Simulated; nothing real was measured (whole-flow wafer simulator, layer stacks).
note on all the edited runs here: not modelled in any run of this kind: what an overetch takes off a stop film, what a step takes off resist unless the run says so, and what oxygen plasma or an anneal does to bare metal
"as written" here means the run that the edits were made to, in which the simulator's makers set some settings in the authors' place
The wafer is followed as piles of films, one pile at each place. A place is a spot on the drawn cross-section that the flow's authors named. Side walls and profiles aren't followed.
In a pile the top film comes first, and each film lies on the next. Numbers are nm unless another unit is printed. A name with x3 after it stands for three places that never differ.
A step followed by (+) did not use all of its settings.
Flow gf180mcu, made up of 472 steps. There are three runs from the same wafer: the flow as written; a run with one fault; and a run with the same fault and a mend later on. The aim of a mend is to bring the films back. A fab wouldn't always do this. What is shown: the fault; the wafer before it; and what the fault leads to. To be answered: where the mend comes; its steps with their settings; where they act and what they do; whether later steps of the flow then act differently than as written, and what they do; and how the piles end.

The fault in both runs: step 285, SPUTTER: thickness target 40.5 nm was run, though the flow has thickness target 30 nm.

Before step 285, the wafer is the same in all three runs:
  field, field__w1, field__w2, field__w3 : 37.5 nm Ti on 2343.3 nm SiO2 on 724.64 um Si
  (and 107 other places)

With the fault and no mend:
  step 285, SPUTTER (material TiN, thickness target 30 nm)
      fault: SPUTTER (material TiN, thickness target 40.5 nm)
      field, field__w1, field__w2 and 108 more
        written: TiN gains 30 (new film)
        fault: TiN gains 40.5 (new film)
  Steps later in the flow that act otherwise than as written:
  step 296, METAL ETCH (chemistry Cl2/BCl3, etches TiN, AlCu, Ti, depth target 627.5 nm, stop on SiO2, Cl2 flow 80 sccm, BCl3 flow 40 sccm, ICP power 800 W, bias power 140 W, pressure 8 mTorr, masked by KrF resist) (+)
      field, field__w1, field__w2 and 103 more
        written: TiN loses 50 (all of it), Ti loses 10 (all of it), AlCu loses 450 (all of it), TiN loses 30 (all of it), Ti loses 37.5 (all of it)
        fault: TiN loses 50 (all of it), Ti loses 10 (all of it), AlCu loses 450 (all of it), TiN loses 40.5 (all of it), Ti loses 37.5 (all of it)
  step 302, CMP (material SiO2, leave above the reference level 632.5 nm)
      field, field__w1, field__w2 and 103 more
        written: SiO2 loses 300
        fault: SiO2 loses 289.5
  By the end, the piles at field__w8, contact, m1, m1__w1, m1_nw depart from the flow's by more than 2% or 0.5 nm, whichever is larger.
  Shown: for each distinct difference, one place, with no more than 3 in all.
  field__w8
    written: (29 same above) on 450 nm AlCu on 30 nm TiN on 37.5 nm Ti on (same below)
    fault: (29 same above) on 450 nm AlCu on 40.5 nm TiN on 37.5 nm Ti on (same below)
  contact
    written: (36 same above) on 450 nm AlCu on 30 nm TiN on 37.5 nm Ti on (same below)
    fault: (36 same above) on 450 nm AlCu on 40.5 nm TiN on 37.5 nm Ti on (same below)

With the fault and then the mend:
  The mend follows step 295.
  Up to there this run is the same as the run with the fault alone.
  step 296, METAL ETCH (chemistry Cl2/BCl3, etches TiN, AlCu, Ti, depth target 638 nm, stop on SiO2, Cl2 flow 80 sccm, BCl3 flow 40 sccm, ICP power 800 W, bias power 140 W, pressure 8 mTorr, masked by KrF resist) (+) (the flow's step 296; as written it has depth target 627.5 nm)
      field, field__w1, field__w2 and 103 more
        TiN loses 50 (all of it), Ti loses 10 (all of it), AlCu loses 450 (all of it), TiN loses 40.5 (all of it), Ti loses 37.5 (all of it)
      field__w8, contact, m1, m1__w1, m1_nw
        KrF resist loses 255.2
  Steps later in the flow that act otherwise than as written (1 more step, not shown, differs only slightly: by at most 2% or 0.5 nm, whichever is larger):
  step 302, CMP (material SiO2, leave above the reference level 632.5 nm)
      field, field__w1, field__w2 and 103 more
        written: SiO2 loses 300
        mend: SiO2 loses 289.5
  By the end, the piles at field__w8, contact, m1, m1__w1, m1_nw depart from the flow's by more than 2% or 0.5 nm, whichever is larger.
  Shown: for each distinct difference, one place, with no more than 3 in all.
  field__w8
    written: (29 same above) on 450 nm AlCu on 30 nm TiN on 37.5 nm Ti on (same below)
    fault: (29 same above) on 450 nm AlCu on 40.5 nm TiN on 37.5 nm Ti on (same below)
    mend: (29 same above) on 450 nm AlCu on 40.5 nm TiN on 37.5 nm Ti on (same below)
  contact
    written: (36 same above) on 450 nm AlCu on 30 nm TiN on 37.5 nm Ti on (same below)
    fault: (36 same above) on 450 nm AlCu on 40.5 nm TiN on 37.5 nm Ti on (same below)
    mend: (36 same above) on 450 nm AlCu on 40.5 nm TiN on 37.5 nm Ti on (same below)
